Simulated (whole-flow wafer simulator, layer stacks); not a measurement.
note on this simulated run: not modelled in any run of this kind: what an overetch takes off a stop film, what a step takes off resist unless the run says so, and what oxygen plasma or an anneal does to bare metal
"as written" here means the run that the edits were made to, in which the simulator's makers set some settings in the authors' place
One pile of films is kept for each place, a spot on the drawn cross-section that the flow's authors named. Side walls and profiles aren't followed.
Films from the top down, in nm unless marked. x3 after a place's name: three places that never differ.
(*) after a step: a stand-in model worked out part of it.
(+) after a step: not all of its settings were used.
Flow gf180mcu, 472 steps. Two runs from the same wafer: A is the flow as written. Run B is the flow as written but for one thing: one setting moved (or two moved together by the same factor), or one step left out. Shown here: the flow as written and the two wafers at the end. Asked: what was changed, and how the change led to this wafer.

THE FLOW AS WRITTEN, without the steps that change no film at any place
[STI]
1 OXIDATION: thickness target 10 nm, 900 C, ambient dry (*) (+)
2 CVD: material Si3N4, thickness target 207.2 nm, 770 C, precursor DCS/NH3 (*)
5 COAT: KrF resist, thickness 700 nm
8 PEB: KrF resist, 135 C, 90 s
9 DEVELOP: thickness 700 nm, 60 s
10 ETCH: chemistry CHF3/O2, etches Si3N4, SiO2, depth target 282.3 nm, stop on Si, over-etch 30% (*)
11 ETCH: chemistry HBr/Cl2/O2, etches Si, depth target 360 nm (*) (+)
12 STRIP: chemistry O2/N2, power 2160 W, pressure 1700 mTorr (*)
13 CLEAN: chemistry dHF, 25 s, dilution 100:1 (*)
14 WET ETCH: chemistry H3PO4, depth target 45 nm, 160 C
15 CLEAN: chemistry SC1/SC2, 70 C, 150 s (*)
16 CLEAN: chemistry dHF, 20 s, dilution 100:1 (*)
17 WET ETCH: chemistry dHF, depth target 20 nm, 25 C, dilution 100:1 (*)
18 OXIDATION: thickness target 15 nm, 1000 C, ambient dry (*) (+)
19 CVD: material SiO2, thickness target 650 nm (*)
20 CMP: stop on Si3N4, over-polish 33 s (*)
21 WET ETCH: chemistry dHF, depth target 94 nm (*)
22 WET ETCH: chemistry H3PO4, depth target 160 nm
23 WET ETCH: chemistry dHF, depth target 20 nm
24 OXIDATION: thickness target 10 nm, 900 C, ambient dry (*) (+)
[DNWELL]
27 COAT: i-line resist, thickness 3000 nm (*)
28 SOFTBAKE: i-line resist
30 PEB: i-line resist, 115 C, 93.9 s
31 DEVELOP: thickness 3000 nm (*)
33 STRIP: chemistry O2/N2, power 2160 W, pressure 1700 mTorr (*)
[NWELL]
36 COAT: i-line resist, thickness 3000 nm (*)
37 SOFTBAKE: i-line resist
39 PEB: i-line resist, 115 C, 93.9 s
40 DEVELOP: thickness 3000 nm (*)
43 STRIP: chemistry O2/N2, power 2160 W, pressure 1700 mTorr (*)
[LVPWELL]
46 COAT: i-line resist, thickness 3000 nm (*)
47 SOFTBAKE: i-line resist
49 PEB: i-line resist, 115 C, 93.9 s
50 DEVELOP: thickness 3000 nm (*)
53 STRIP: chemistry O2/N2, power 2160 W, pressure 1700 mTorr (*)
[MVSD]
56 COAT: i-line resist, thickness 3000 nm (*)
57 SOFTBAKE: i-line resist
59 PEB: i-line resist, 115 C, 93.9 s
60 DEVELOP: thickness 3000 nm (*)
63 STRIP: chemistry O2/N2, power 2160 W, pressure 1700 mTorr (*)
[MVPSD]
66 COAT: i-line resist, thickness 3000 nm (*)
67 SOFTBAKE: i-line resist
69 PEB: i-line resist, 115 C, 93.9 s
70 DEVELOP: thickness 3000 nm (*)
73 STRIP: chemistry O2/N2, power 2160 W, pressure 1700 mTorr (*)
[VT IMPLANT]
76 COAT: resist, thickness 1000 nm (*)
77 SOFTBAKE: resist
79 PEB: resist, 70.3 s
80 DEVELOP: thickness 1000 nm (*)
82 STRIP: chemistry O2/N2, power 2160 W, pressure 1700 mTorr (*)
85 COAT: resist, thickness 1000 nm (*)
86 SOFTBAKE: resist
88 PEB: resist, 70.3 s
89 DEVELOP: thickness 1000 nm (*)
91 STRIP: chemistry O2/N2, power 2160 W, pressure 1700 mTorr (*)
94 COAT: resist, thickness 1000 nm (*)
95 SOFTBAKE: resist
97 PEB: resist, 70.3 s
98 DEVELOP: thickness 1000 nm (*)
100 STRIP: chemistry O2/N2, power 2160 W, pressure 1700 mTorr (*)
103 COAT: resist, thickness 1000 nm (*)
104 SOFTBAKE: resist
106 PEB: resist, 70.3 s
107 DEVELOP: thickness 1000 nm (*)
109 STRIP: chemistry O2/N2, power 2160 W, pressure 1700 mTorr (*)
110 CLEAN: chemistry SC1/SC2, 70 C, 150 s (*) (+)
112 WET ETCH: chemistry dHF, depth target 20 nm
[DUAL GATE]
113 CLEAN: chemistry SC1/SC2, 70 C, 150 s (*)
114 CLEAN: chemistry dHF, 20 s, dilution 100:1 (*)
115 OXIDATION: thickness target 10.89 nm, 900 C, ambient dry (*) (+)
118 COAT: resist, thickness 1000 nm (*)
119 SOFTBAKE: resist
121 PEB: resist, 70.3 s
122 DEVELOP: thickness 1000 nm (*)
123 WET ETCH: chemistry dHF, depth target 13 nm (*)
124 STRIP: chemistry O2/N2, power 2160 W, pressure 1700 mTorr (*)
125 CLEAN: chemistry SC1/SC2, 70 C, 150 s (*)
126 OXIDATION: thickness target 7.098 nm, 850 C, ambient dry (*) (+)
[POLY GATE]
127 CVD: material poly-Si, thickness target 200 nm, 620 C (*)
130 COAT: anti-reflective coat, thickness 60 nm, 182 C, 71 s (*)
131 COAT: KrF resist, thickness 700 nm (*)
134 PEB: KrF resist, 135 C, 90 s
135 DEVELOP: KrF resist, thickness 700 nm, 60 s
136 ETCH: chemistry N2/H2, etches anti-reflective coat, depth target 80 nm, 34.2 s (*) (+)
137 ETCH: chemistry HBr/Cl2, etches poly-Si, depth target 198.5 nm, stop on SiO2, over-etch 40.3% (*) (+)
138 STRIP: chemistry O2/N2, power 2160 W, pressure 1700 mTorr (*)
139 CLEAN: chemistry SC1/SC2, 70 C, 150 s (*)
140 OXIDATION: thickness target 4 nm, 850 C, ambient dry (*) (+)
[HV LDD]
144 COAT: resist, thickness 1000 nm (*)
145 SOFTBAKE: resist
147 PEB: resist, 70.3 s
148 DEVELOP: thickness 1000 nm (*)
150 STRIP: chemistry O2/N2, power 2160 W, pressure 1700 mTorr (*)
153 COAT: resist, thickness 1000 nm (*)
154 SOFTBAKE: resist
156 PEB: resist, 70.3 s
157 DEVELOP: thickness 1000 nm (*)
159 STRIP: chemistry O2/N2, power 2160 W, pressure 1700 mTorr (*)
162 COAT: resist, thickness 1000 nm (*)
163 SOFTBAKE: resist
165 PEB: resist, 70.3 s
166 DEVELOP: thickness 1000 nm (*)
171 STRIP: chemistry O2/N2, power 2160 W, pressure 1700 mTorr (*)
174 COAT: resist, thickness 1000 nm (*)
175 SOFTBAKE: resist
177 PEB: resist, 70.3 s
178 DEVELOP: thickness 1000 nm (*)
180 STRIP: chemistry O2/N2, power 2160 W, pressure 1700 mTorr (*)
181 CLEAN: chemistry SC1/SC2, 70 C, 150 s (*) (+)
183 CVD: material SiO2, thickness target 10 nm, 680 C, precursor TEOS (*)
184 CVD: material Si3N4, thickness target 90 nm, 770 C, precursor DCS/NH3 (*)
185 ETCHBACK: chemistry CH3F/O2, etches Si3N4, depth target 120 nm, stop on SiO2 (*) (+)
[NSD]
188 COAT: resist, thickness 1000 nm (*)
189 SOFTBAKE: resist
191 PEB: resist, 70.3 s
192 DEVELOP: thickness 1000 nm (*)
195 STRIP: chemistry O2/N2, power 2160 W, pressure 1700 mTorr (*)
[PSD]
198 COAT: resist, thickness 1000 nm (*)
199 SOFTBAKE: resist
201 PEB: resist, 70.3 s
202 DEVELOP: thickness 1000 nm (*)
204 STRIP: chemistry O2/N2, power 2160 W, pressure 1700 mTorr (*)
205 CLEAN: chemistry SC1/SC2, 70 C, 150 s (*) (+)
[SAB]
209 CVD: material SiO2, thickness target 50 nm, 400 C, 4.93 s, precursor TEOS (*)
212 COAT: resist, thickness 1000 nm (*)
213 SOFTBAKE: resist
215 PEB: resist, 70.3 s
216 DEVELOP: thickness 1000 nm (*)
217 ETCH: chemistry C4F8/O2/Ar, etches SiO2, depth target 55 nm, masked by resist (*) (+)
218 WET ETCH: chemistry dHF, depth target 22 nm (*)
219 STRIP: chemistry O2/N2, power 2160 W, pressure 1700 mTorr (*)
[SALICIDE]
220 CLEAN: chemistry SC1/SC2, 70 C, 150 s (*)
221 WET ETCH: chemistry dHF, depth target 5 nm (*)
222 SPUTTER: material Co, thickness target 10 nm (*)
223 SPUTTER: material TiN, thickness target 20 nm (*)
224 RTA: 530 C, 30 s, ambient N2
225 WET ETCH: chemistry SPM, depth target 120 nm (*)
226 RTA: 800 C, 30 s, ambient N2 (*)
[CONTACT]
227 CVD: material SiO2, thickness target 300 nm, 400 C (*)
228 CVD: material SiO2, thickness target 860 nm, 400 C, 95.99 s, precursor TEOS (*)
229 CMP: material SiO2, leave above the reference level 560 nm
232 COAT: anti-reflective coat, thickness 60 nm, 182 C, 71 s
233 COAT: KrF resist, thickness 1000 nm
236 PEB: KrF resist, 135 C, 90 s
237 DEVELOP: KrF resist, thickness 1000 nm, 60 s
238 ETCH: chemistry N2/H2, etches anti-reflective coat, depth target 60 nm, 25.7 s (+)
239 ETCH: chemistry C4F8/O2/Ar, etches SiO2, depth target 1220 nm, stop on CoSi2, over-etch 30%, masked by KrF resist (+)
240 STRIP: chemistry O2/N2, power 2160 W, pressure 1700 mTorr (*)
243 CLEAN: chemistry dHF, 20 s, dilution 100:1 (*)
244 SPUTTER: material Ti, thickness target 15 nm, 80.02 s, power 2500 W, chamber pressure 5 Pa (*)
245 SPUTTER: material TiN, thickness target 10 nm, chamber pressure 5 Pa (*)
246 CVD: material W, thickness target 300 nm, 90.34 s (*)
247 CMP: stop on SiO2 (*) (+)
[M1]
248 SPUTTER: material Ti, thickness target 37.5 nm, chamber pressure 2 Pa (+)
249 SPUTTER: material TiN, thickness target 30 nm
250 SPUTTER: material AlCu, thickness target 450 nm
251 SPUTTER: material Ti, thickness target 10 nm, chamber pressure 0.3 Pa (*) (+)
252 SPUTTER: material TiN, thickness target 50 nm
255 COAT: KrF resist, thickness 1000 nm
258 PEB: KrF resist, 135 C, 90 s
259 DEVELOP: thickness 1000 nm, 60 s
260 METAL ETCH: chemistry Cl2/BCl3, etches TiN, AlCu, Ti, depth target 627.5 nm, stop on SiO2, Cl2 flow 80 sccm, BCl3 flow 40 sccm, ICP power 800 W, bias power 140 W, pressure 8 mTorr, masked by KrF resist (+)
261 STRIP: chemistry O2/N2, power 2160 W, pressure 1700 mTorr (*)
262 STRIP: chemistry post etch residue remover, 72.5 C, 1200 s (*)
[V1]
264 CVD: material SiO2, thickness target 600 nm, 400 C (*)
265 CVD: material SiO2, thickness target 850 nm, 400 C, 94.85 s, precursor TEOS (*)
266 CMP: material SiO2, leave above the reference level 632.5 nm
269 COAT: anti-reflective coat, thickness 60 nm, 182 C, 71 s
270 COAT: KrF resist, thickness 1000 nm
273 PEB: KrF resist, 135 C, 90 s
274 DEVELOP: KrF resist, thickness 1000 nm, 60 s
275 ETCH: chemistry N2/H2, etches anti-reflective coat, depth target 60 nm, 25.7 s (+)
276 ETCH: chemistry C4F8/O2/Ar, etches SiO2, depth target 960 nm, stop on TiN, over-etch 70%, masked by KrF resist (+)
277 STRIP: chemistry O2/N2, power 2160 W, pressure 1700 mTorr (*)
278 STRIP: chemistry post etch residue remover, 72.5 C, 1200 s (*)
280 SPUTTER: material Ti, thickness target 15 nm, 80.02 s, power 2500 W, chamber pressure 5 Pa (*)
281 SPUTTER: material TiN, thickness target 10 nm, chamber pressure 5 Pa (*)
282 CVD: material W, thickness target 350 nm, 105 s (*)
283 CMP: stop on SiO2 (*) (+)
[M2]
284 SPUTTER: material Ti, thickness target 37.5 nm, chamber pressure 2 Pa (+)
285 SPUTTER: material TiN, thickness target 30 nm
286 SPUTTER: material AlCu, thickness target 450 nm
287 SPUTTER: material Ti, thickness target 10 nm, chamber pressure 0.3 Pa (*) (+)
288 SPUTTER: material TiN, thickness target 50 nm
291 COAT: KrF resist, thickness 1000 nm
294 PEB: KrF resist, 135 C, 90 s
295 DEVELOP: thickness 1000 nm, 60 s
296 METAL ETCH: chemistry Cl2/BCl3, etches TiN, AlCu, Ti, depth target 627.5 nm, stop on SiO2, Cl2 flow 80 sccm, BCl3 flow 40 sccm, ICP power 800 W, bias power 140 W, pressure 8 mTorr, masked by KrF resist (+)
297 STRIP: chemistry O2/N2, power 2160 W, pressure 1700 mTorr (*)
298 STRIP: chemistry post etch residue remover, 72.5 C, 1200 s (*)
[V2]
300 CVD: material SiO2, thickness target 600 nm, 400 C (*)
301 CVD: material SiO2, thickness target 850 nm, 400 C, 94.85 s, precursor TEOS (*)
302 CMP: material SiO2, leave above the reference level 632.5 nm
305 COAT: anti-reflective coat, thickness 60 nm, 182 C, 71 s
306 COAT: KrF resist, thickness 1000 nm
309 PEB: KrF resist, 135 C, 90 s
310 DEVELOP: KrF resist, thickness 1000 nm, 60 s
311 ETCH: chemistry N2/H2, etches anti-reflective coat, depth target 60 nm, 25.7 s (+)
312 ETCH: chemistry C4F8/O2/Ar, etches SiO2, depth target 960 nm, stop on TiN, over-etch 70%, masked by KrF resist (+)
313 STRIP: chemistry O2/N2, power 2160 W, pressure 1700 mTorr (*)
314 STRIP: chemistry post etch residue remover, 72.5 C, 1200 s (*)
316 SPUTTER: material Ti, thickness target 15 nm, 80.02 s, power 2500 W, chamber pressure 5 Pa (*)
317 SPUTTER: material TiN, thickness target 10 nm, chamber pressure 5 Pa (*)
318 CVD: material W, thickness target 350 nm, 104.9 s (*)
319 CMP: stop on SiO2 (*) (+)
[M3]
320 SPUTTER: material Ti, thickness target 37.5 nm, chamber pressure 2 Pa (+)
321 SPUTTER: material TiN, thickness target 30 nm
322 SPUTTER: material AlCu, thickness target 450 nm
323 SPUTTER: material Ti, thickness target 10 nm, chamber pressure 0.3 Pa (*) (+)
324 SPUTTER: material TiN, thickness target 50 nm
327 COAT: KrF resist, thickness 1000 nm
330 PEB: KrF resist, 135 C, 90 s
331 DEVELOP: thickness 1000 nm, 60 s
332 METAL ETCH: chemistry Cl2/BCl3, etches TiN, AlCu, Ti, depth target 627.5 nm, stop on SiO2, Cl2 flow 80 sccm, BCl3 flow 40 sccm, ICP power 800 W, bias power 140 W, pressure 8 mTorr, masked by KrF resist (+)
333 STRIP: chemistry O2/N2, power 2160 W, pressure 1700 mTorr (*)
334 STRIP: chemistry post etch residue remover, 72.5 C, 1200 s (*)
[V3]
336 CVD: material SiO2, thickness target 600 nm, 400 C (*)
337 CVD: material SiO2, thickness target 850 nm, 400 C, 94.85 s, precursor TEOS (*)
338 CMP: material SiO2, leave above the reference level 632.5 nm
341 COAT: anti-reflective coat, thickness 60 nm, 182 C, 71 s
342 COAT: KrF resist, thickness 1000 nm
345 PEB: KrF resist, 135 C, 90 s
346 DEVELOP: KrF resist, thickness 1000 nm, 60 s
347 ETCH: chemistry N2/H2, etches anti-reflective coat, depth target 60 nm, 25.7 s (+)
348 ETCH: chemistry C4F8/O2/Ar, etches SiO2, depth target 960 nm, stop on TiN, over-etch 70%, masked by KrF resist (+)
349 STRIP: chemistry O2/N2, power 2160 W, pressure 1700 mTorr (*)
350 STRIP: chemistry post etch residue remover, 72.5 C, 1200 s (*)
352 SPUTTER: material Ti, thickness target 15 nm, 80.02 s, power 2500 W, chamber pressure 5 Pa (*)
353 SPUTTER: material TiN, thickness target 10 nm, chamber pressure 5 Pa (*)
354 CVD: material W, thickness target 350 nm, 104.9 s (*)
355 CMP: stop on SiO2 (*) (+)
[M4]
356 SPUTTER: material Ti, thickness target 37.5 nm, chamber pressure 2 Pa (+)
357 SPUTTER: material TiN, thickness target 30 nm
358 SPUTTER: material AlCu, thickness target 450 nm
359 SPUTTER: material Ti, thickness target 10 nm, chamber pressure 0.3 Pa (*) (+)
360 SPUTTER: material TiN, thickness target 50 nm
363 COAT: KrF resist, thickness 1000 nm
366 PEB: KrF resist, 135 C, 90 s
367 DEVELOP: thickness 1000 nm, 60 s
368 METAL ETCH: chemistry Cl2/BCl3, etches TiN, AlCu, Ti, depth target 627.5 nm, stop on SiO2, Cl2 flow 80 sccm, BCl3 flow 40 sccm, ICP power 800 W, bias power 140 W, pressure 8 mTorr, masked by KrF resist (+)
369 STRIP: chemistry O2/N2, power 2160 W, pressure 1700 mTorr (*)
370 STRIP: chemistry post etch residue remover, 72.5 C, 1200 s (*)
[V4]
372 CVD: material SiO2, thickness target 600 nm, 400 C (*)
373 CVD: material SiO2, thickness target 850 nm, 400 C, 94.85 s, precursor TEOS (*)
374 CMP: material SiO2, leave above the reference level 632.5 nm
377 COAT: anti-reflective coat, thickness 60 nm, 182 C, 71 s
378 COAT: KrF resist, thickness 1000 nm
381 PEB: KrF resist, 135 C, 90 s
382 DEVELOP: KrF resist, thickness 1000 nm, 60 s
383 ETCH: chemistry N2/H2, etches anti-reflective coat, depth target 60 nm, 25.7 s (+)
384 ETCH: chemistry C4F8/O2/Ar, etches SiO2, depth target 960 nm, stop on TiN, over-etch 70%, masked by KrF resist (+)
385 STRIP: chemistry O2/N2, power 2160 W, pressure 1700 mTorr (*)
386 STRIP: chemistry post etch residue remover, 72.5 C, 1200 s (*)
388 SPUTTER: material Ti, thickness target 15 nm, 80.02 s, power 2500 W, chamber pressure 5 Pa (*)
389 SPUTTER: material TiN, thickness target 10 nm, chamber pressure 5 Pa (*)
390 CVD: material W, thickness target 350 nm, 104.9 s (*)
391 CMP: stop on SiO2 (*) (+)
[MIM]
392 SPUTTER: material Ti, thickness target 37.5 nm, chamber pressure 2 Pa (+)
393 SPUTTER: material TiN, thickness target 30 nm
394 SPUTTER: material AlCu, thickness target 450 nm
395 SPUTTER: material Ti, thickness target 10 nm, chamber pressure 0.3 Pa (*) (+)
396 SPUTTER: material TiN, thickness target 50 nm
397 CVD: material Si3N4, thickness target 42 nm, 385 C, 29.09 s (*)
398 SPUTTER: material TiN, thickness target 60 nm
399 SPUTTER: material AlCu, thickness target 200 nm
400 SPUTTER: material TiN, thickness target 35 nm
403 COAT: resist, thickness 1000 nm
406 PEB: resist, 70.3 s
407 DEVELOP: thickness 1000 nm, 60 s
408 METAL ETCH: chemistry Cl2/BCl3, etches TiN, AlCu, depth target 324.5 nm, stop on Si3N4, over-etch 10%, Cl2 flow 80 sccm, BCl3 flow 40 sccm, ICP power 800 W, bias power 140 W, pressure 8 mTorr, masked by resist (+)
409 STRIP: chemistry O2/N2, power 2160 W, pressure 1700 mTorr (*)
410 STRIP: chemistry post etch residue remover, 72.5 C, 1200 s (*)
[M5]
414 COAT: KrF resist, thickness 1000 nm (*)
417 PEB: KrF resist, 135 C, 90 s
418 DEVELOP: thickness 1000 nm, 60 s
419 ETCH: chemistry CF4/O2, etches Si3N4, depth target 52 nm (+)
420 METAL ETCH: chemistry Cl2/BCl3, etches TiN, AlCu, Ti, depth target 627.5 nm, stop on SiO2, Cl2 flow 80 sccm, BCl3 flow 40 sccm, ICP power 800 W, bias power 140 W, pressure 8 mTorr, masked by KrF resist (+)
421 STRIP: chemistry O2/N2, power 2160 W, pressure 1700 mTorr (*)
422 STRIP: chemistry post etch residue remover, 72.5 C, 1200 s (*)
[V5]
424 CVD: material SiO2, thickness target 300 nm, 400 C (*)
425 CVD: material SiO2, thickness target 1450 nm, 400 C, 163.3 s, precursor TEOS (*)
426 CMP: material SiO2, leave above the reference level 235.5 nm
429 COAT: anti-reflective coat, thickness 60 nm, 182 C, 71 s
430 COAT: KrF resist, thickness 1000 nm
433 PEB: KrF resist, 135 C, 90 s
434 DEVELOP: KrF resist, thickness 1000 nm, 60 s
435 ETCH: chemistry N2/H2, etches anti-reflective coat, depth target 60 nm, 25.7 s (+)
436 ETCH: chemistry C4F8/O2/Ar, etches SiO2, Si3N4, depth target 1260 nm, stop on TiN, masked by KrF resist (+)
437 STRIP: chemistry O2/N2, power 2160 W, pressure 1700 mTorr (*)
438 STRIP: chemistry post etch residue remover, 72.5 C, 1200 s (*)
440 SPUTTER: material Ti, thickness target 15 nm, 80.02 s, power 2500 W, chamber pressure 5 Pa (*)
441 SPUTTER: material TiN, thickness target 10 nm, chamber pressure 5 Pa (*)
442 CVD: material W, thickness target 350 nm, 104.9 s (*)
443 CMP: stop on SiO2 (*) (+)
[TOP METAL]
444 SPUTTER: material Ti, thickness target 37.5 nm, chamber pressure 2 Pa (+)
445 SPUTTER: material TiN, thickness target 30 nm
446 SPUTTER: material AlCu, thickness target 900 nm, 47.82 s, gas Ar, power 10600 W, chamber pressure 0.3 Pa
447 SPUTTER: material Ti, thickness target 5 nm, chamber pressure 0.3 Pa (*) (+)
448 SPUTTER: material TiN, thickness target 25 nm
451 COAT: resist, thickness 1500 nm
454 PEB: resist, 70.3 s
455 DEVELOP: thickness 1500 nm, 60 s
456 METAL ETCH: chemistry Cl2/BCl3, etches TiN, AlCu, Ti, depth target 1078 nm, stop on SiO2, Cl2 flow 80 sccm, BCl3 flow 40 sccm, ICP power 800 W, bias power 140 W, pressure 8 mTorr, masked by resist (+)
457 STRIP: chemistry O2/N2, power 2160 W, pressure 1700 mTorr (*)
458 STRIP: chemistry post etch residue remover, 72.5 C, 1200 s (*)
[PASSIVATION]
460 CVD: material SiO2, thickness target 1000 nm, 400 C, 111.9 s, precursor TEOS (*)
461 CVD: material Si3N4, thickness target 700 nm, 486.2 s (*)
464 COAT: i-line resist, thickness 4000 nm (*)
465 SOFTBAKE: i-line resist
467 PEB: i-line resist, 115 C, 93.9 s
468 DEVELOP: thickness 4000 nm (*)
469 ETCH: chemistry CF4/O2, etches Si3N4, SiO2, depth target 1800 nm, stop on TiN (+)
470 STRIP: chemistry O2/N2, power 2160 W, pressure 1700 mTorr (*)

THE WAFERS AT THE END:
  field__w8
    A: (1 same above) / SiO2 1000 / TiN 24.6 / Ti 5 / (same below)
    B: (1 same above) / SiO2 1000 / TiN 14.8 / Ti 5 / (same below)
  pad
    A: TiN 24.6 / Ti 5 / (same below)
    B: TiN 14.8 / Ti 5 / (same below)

The cause: step 448, SPUTTER: thickness target 15.2 nm was run, where the flow has thickness target 25 nm.

How the change led to this, step by step:
  448 SPUTTER: material TiN, thickness target 25 nm
      field, field__w1, field__w2 and 109 more: A TiN +25 (new film) | B TiN +15.2 (new film)
  456 METAL ETCH: chemistry Cl2/BCl3, etches TiN, AlCu, Ti, depth target 1078 nm, stop on SiO2, Cl2 flow 80 sccm, BCl3 flow 40 sccm, ICP power 800 W, bias power 140 W, pressure 8 mTorr, masked by resist (+)
      field, field__w1, field__w2 and 103 more: A TiN -25 (all of it), Ti -5 (all of it), AlCu -900 (all of it), TiN -30 (all of it), Ti -37.5 (all of it) | B TiN -15.2 (all of it), Ti -5 (all of it), AlCu -900 (all of it), TiN -30 (all of it), Ti -37.5 (all of it)
